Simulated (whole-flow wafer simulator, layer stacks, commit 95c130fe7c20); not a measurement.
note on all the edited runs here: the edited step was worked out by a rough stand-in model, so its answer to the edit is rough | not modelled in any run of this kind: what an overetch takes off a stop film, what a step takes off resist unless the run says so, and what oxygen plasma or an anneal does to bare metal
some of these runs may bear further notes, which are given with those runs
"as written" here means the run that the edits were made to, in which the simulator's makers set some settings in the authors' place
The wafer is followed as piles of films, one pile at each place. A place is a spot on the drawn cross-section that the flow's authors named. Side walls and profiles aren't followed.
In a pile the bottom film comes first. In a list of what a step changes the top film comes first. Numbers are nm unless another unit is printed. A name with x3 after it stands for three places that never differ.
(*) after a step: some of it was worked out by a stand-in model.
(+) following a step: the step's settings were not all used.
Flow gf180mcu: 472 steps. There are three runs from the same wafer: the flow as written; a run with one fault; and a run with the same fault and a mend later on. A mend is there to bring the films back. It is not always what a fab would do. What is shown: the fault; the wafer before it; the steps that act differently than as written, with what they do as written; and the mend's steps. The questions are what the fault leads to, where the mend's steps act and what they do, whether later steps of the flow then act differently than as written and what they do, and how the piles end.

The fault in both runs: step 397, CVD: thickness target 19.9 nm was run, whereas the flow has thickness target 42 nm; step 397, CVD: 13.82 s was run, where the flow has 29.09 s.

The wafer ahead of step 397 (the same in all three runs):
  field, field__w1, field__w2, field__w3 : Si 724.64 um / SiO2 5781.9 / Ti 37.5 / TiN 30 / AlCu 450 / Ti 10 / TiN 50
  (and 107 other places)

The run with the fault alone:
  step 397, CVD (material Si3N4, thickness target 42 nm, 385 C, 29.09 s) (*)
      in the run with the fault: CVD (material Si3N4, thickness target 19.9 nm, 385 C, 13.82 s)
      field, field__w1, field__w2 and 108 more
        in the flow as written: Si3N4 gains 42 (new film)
        in the run with the fault: Si3N4 gains 20 (new film)
  Steps further on in the flow that do not act as written (4 more steps, not shown, differ only slightly: by at most 2% or 0.5 nm, whichever is larger):
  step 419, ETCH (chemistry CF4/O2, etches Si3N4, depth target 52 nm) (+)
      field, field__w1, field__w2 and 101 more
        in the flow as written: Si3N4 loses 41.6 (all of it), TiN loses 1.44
        in the run with the fault: Si3N4 loses 19.6 (all of it), TiN loses 1.36
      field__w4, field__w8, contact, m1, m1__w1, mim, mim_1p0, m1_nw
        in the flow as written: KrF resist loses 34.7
        in the run with the fault: KrF resist loses 19.6
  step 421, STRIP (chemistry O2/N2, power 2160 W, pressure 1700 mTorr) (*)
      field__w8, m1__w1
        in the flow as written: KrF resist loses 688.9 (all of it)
        in the run with the fault: KrF resist loses 703.9 (all of it)
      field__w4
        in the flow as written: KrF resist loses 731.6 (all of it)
        in the run with the fault: KrF resist loses 746.7 (all of it)
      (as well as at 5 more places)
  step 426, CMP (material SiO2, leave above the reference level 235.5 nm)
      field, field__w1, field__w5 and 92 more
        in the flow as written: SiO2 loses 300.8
        in the run with the fault: SiO2 loses 322.9
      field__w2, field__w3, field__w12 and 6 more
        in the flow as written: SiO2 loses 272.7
        in the run with the fault: SiO2 loses 295.7
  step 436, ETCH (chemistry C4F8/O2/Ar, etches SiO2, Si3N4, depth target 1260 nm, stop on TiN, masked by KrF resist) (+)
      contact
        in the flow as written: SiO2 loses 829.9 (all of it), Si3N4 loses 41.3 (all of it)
        in the run with the fault: SiO2 loses 829.9 (all of it), Si3N4 loses 19.3 (all of it)
  At field__w4, field__w8, contact, m1, m1__w1, mim, mim_1p0, m1_nw, the piles at the end differ from the flow's by more than 2% or 0.5 nm, whichever is larger.
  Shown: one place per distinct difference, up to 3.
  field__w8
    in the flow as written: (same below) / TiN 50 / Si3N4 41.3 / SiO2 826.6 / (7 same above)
    in the run with the fault: (same below) / TiN 50 / Si3N4 19.3 / SiO2 826.6 / (7 same above)
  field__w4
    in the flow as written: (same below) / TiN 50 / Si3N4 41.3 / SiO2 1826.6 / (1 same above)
    in the run with the fault: (same below) / TiN 50 / Si3N4 19.3 / SiO2 1826.6 / (1 same above)
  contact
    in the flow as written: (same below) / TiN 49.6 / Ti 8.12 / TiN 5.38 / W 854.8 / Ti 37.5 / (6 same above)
    in the run with the fault: (same below) / TiN 49.6 / Ti 8.22 / TiN 5.45 / W 832.6 / Ti 37.5 / (6 same above)

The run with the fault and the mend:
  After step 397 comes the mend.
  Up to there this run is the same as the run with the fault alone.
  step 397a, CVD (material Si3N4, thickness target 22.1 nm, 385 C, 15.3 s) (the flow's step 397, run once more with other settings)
      field, field__w1, field__w2 and 108 more
        Si3N4 gains 22.1
  Later steps of the flow that are run all act as written at every place that is followed, up to a difference of at most 2% or 0.5 nm, whichever is larger.
  At the end the piles are close to the flow's at the places that both follow, differing by at most 2% or 0.5 nm, whichever is larger.
